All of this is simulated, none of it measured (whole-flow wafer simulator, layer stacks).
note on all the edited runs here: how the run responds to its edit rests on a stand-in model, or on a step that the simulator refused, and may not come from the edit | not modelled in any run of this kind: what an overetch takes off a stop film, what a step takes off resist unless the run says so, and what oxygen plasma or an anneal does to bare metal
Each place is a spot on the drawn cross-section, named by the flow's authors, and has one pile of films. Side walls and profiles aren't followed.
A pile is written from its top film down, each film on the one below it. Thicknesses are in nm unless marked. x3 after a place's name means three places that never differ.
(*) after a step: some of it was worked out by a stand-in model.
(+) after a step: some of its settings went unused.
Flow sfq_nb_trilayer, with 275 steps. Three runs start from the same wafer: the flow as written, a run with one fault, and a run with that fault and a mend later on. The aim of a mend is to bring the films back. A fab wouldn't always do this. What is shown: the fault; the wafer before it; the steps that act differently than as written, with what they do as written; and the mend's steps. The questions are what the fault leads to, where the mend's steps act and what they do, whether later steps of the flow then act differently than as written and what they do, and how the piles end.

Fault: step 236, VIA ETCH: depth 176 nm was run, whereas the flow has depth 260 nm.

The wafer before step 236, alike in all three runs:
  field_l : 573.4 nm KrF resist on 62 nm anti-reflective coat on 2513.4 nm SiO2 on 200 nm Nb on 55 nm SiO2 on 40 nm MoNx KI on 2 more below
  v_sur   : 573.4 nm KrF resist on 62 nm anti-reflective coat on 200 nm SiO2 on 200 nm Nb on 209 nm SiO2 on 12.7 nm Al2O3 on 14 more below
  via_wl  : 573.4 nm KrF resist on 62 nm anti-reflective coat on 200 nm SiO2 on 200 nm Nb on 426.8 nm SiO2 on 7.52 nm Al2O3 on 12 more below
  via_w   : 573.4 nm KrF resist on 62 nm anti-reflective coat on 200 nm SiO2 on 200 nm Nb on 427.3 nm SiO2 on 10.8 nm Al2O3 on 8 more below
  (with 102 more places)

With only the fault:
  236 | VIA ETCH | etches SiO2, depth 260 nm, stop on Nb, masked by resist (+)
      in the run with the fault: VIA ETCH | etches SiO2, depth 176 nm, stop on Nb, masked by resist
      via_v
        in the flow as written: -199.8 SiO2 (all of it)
        in the run with the fault: -176 SiO2
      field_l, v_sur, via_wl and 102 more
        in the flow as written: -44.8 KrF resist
        in the run with the fault: -30.3 KrF resist
  Later steps of the flow acting differently than as written (not shown: 4 more steps that differ only slightly, by at most 2% or 0.5 nm, whichever is larger):
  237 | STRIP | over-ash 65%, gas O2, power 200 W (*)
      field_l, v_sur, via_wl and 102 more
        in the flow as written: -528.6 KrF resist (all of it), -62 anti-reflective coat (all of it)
        in the run with the fault: -543.1 KrF resist (all of it), -62 anti-reflective coat (all of it)
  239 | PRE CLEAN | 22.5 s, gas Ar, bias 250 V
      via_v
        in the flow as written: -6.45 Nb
        in the run with the fault: -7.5 SiO2
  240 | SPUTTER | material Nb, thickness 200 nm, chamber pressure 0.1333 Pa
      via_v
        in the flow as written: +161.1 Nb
        in the run with the fault: +166.6 Nb (new film)
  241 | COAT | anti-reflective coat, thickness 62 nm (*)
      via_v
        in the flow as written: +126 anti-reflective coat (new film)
        in the run with the fault: +114.2 anti-reflective coat (new film)
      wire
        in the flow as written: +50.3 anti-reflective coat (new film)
        in the run with the fault: +48.8 anti-reflective coat (new film)
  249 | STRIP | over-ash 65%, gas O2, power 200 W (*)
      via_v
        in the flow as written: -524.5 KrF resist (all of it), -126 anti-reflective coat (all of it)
        in the run with the fault: -510.2 KrF resist (all of it), -114.2 anti-reflective coat (all of it)
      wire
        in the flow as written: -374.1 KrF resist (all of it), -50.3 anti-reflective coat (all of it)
        in the run with the fault: -376.6 KrF resist (all of it), -48.8 anti-reflective coat (all of it)
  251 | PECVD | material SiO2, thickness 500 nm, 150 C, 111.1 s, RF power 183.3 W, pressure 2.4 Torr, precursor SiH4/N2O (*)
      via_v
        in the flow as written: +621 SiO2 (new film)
        in the run with the fault: +566.6 SiO2 (new film)
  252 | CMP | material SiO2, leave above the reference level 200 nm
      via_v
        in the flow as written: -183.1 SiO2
        in the run with the fault: -157.1 SiO2
  At via_v, the piles at the end differ from the flow's by more than 2% or 0.5 nm, whichever is larger.
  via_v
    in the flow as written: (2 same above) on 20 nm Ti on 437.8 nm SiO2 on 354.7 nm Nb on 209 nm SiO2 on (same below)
    in the run with the fault: (2 same above) on 20 nm Ti on 409.6 nm SiO2 on 166.6 nm Nb on 16.3 nm SiO2 on 200 nm Nb on 209 nm SiO2 on (same below)

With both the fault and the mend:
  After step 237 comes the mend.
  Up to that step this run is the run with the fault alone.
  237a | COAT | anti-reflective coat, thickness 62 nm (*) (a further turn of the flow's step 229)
      p4_fl x3, p4_w1 x9, p4_g1 x2 and 63 more
        +62 anti-reflective coat (new film)
      moat, field_r, lsp_l and 6 more
        +61.8 anti-reflective coat (new film)
      be_r, r_sur, res, r_end
        +61.7 anti-reflective coat (new film)
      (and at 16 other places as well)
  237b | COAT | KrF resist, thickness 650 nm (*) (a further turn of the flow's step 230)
      p4_fl x3, p4_w1 x9, p4_g1 x2 and 63 more
        +650 KrF resist (new film)
      lsp_l, ln_m5, lsp_m, ln_m6, lsp_r, l0_sur, l0v
        +649.6 KrF resist (new film)
      r_end, moat, field_r
        +649.5 KrF resist (new film)
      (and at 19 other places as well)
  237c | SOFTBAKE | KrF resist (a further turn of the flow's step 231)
      alters no film at any place that is followed
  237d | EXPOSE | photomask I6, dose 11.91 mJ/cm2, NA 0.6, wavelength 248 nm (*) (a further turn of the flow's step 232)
      alters no film at any place that is followed
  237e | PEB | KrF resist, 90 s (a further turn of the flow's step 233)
      ce_r, sp_r, be_r and 89 more
        -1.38 KrF resist
      field_l, v_sur, via_wl and 8 more
        -1.37 KrF resist
      via_wr, be
        -1.36 KrF resist
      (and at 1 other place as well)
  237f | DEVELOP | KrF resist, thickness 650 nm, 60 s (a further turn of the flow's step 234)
      field_l, v_sur, via_wl and 102 more
        -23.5 KrF resist
      via_v
        -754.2 KrF resist (all of it)
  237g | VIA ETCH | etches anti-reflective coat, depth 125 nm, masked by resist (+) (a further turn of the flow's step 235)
      field_l, v_sur, via_wl and 102 more
        -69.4 KrF resist
      via_v
        -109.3 anti-reflective coat (all of it)
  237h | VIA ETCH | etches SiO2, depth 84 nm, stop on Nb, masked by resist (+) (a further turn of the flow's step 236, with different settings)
      field_l, v_sur, via_wl and 102 more
        -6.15 KrF resist
      via_v
        -23.8 SiO2 (all of it)
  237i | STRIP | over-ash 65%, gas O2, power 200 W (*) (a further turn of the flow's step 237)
      p4_fl x3, p4_w1 x9, p4_g1 x2 and 63 more
        -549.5 KrF resist (all of it), -62 anti-reflective coat (all of it)
      field_r, lsp_l, ln_m5, lsp_m, ln_m6, lsp_r, l0_sur, l0v
        -549.1 KrF resist (all of it), -61.8 anti-reflective coat (all of it)
      r_sur, res
        -548.9 KrF resist (all of it), -61.7 anti-reflective coat (all of it)
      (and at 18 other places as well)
  Later steps of the flow that are run all act as written at every place that is followed, up to a difference of at most 2% or 0.5 nm, whichever is larger.
  The piles end the same as the flow's at every place that both follow.
